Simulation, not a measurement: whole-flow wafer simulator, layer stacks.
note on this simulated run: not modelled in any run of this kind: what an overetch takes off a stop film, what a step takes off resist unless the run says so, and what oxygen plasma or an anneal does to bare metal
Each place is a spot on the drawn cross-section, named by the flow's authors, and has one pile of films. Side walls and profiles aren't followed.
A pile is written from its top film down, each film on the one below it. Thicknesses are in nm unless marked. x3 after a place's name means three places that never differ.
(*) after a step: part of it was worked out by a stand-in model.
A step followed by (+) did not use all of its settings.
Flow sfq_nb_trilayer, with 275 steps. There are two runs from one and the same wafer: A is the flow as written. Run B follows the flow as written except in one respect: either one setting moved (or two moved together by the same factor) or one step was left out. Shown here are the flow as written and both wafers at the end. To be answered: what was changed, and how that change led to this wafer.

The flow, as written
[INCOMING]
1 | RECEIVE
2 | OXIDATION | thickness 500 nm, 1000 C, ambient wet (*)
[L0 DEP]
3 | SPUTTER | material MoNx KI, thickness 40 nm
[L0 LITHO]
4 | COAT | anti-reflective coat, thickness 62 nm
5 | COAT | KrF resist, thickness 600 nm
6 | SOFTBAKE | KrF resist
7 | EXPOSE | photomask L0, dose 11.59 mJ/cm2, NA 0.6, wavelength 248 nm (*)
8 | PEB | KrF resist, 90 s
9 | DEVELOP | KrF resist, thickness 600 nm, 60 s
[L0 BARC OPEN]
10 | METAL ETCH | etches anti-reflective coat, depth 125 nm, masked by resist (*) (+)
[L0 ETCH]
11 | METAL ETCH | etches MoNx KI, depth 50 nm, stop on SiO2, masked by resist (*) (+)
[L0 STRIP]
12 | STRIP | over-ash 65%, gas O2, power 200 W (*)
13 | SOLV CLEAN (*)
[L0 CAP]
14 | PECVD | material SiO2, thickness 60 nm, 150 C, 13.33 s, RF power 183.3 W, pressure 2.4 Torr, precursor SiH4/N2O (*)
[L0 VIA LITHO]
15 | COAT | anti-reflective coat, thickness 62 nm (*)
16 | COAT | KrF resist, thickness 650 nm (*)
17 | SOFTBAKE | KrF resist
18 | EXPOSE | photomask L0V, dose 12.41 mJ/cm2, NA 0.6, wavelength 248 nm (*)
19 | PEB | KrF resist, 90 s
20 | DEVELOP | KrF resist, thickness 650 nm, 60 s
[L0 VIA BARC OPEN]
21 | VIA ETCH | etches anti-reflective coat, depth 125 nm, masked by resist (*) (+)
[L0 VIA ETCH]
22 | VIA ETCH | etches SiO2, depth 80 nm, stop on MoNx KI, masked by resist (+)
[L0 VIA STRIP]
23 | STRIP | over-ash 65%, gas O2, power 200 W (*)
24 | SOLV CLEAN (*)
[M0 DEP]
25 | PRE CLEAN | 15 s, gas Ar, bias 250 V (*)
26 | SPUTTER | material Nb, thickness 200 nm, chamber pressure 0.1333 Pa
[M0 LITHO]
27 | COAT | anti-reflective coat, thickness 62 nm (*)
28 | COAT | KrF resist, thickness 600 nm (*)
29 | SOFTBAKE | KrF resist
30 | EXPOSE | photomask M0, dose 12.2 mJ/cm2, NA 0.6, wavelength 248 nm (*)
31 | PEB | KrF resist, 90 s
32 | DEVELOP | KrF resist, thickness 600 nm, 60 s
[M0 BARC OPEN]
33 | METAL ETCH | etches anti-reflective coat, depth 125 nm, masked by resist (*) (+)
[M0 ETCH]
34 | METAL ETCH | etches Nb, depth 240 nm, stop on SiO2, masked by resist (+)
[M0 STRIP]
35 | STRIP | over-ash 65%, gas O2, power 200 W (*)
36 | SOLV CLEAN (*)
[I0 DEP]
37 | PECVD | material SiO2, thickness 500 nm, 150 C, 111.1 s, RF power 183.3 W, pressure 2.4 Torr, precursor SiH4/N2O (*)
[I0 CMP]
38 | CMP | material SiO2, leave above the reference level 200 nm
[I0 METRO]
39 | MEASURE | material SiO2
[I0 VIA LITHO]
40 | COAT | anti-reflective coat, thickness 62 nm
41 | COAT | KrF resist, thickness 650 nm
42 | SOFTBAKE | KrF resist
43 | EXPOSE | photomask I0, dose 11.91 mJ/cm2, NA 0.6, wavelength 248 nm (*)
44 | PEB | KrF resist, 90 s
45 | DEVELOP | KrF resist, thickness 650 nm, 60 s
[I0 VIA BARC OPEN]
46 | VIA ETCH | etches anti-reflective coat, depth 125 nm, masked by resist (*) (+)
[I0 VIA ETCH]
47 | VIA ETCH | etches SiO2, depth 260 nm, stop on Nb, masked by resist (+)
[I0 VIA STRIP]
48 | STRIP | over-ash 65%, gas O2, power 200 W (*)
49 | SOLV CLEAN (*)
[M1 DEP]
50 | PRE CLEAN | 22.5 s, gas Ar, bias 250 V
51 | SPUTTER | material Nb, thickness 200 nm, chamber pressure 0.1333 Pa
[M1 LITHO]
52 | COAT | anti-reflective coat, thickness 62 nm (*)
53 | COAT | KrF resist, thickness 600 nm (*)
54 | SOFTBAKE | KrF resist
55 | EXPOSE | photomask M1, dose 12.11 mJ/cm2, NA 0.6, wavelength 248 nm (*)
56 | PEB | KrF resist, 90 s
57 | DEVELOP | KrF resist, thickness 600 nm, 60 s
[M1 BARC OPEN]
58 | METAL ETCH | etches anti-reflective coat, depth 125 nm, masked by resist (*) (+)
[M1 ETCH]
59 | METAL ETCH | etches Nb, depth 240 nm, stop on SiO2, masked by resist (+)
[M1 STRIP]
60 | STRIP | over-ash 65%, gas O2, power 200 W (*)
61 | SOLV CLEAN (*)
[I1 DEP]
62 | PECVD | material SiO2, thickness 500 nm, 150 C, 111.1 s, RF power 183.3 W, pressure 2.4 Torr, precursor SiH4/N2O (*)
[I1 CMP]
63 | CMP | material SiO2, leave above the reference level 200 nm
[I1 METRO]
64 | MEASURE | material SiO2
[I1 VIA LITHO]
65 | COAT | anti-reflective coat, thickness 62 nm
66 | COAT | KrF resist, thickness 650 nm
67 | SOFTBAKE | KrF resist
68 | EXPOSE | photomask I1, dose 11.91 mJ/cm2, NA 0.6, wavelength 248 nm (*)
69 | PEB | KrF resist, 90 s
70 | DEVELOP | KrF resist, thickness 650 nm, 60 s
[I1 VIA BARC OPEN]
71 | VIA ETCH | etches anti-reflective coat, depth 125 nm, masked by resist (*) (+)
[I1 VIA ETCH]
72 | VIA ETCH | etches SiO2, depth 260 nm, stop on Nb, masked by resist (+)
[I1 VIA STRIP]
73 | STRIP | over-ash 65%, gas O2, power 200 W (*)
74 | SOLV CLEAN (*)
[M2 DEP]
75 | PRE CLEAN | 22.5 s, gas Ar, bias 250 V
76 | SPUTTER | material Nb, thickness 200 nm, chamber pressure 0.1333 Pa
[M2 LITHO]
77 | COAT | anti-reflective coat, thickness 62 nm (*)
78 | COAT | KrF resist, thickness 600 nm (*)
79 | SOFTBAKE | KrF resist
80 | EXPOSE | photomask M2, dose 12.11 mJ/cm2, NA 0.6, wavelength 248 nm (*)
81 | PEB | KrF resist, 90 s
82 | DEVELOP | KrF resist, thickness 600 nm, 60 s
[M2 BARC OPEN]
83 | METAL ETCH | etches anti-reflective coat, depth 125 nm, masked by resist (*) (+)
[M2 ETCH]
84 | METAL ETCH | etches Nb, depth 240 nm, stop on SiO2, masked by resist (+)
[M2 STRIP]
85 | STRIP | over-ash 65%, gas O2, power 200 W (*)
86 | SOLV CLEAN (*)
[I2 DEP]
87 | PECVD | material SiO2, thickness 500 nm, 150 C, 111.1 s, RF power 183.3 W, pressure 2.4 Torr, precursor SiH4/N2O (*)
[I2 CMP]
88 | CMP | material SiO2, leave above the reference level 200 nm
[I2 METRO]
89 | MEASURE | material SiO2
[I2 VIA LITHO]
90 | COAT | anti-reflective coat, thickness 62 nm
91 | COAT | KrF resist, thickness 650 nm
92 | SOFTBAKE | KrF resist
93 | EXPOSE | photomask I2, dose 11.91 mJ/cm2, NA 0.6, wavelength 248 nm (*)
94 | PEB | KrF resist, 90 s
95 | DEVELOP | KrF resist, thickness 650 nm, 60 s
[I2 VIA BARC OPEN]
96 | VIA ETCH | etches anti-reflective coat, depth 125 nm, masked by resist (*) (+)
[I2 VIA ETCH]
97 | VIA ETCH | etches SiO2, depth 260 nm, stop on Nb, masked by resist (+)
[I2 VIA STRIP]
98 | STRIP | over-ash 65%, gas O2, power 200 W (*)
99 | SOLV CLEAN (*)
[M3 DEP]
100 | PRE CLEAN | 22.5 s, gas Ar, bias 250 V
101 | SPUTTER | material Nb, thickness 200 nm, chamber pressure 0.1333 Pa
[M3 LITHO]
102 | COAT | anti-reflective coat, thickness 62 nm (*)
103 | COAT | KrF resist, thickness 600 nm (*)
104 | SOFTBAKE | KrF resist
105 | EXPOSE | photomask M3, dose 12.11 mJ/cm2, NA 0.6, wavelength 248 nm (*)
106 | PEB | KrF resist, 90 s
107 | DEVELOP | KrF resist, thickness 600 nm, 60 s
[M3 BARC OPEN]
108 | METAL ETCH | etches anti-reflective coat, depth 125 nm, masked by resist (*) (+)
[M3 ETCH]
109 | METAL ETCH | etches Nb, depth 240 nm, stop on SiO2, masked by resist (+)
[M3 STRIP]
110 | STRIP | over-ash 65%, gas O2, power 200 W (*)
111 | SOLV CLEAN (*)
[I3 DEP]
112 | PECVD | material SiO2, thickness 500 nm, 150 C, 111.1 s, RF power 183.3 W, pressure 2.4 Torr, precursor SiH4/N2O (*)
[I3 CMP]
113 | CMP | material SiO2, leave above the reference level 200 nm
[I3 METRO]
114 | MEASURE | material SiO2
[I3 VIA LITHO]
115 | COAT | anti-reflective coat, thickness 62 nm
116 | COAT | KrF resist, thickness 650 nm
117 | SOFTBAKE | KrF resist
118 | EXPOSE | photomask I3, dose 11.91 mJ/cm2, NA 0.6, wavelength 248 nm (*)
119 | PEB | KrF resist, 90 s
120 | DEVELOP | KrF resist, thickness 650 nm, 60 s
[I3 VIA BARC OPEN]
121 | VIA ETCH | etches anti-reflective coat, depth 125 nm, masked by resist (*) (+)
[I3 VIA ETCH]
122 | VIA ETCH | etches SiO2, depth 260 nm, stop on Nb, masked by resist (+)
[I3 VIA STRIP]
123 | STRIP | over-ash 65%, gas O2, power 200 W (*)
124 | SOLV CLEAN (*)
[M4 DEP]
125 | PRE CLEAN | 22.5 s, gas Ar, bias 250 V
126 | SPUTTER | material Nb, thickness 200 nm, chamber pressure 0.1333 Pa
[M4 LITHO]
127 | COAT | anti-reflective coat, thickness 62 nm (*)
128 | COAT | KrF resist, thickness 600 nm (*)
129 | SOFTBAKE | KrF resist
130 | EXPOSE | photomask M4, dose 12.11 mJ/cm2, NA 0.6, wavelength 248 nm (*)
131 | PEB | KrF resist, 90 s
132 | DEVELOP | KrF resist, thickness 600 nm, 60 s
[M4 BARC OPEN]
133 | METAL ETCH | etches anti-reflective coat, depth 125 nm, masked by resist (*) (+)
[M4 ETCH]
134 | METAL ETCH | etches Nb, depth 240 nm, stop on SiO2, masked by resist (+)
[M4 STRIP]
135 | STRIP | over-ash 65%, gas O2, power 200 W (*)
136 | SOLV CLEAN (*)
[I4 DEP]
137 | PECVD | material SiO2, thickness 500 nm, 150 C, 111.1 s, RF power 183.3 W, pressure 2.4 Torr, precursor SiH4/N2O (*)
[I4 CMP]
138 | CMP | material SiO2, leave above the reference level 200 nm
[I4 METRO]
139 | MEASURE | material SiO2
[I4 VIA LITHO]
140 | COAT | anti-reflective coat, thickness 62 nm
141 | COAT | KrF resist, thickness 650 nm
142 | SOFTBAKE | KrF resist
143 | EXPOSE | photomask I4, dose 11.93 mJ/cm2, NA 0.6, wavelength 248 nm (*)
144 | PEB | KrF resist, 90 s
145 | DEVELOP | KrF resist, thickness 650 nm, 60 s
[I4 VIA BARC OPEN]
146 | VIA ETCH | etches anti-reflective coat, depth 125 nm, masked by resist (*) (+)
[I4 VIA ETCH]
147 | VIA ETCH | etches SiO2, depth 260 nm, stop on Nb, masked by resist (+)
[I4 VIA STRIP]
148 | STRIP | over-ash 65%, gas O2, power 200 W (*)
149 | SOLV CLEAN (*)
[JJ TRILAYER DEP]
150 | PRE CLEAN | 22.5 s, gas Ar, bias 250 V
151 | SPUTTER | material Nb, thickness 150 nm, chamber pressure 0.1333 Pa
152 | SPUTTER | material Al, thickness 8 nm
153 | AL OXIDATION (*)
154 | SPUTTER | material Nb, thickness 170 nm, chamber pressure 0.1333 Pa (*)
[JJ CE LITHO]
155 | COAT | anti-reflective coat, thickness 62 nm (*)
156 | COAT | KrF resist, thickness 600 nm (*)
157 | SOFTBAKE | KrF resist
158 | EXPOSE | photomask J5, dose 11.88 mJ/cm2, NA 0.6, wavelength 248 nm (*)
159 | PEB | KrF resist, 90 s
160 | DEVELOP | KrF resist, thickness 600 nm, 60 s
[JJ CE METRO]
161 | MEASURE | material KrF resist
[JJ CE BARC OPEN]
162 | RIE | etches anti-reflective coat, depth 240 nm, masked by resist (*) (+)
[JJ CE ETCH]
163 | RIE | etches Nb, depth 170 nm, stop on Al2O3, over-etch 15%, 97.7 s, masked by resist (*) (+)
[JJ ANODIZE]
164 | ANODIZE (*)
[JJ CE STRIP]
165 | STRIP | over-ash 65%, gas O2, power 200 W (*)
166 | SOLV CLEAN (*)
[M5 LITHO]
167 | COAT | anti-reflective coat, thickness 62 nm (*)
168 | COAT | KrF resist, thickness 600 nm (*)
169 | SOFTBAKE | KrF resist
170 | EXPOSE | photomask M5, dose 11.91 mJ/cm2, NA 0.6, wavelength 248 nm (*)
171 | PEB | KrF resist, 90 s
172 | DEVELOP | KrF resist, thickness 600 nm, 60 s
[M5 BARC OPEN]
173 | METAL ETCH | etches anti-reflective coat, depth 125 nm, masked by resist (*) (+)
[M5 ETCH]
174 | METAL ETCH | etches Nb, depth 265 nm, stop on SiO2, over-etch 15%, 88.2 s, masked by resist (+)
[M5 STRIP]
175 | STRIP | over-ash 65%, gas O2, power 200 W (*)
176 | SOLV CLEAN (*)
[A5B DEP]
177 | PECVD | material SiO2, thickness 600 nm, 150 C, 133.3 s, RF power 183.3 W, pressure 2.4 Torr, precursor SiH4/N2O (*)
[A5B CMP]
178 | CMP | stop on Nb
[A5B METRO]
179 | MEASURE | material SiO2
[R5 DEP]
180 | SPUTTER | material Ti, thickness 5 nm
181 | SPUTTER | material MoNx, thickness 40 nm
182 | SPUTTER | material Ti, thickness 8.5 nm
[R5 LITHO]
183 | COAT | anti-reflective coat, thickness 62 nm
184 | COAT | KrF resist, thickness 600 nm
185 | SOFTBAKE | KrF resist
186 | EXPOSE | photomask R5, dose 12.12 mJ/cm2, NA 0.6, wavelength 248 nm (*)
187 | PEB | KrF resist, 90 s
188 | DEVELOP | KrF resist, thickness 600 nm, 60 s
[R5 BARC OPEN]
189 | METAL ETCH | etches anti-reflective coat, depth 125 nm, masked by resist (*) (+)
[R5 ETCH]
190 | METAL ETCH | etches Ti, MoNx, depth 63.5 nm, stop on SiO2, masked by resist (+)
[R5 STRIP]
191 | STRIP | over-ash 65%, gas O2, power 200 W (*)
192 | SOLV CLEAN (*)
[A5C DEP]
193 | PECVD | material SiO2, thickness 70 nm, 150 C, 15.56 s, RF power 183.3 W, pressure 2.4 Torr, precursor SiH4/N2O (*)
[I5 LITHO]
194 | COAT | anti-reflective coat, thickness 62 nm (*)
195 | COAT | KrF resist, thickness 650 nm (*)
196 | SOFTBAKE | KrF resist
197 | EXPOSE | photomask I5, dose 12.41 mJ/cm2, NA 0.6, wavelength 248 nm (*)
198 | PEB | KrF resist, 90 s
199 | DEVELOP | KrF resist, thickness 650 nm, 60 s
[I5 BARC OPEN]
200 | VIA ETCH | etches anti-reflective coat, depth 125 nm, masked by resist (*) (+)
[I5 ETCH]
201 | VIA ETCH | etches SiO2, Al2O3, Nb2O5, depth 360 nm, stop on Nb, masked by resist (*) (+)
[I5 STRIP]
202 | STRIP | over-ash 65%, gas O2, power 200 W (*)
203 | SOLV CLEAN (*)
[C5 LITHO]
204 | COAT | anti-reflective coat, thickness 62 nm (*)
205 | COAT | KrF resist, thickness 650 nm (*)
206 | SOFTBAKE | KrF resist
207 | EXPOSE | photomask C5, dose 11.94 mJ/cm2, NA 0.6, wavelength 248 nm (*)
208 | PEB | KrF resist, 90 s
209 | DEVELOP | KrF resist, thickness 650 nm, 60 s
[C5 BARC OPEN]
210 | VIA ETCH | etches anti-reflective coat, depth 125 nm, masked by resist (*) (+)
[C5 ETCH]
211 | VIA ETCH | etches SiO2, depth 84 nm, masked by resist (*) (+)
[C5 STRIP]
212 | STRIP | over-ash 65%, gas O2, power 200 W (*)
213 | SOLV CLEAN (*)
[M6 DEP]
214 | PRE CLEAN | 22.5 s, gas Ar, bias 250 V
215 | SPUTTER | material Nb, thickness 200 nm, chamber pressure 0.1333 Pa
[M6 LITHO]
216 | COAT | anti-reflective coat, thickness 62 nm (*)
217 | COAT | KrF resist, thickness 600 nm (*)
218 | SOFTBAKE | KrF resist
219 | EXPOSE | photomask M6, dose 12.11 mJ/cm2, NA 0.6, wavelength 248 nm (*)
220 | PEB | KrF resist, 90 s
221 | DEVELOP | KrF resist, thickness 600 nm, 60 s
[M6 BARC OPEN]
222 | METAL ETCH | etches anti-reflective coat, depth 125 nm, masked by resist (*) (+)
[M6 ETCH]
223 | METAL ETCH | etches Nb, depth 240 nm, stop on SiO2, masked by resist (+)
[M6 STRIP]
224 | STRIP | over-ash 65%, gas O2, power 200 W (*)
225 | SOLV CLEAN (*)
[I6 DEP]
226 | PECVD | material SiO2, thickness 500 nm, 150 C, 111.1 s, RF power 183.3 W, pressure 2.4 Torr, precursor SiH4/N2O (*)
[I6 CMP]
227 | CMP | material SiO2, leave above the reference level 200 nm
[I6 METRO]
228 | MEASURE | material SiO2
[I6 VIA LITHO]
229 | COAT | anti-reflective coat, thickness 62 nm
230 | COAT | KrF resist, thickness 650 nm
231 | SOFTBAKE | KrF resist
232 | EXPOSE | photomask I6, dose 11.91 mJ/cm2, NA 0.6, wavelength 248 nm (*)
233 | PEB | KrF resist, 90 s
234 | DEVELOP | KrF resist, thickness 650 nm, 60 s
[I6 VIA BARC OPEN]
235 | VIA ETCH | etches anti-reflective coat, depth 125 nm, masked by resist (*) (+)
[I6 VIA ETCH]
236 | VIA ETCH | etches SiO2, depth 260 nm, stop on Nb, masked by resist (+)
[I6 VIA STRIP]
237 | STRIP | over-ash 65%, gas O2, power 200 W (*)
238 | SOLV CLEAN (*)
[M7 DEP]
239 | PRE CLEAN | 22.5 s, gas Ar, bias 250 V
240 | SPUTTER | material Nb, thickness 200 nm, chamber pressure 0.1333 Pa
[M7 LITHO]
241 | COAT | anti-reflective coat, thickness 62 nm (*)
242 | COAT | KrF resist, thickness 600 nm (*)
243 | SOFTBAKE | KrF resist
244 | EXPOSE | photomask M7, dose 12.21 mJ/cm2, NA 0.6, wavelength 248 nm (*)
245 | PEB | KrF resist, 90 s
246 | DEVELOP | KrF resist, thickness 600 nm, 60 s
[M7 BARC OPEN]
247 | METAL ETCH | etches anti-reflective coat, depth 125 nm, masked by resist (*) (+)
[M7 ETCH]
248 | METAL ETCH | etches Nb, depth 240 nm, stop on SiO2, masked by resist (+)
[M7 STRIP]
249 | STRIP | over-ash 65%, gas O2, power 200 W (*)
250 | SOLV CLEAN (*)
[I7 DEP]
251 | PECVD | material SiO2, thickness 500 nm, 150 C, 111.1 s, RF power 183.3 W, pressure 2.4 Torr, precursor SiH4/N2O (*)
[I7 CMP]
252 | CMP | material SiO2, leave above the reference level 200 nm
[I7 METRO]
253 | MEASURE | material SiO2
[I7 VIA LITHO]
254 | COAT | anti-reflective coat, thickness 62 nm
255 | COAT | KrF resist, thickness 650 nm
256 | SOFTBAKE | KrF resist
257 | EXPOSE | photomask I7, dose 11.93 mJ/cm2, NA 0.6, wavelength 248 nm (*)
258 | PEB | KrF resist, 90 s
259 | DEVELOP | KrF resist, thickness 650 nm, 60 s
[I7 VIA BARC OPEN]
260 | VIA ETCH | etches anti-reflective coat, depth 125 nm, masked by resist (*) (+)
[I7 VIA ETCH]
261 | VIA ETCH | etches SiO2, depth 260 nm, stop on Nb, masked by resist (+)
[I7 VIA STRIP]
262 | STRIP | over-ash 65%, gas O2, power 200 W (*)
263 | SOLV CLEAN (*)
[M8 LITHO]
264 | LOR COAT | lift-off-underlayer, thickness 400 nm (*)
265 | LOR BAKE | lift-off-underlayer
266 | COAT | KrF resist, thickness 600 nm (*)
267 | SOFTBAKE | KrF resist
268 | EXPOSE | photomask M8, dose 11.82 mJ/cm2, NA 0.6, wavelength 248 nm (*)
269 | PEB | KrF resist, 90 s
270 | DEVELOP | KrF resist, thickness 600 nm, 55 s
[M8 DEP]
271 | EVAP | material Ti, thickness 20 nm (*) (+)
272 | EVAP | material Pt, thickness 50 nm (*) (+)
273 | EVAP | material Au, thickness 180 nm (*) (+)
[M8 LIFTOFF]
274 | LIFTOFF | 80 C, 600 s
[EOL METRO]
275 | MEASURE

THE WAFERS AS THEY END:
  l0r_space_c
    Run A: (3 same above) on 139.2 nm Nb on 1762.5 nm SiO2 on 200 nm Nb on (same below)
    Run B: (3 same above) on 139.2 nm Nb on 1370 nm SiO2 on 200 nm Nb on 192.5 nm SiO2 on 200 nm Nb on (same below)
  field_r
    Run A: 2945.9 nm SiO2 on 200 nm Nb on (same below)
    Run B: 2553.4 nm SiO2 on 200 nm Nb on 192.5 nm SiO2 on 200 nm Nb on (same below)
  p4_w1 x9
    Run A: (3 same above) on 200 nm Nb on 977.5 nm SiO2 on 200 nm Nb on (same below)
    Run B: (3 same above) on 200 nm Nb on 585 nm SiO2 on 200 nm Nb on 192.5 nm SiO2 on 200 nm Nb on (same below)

What caused this: step 59, METAL ETCH: etches Nb, depth 240 nm, stop on SiO2, masked by resist (+), was omitted.

Step by step, how the change led to this:
  60 | STRIP | over-ash 65%, gas O2, power 200 W (*)
      wl_j_sl, wl_jj, wl_j_sr and 13 more: A KrF resist loses 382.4 (all of it), anti-reflective coat loses 62 (all of it) | B KrF resist loses 523.6 (all of it), anti-reflective coat loses 62 (all of it)
      v_sur: A KrF resist loses 365.9 (all of it), anti-reflective coat loses 61.1 (all of it) | B KrF resist loses 507 (all of it), anti-reflective coat loses 61.1 (all of it)
      (as well as at 7 more places)
  62 | PECVD | material SiO2, thickness 500 nm, 150 C, 111.1 s, RF power 183.3 W, pressure 2.4 Torr, precursor SiH4/N2O (*)
      field_l, be, be_sur and 72 more: A SiO2 gains 500 | B SiO2 gains 500 (new film)
      lsp_m, ln_m6, lsp_r, l0_sur, l0v: A SiO2 gains 494.9 | B SiO2 gains 500 (new film)
      (as well as at 2 more places)
  63 | CMP | material SiO2, leave above the reference level 200 nm
      field_l, be, be_sur and 72 more: A SiO2 loses 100 | B SiO2 loses 300
      lsp_m, ln_m6, lsp_r, l0_sur, l0v: A SiO2 loses 94.9 | B SiO2 loses 300
      (as well as at 2 more places)
With metal films that touch counted as one body, l0r_space_c has 3 bodies (between them, from the top down: SiO2 1370; SiO2 192.5); the flow as written gives 2 bodies (between them, from the top down: SiO2 1762.5).
With metal films that touch counted as one body, field_r has 2 bodies (between them, from the top down: SiO2 192.5); the flow as written gives 1 body.
With metal films that touch counted as one body, p4_w1 x9 has 4 bodies (between them, from the top down: SiO2 192.5; SiO2 585; SiO2 192.5); the flow as written gives 3 bodies (between them, from the top down: SiO2 192.5; SiO2 977.5).
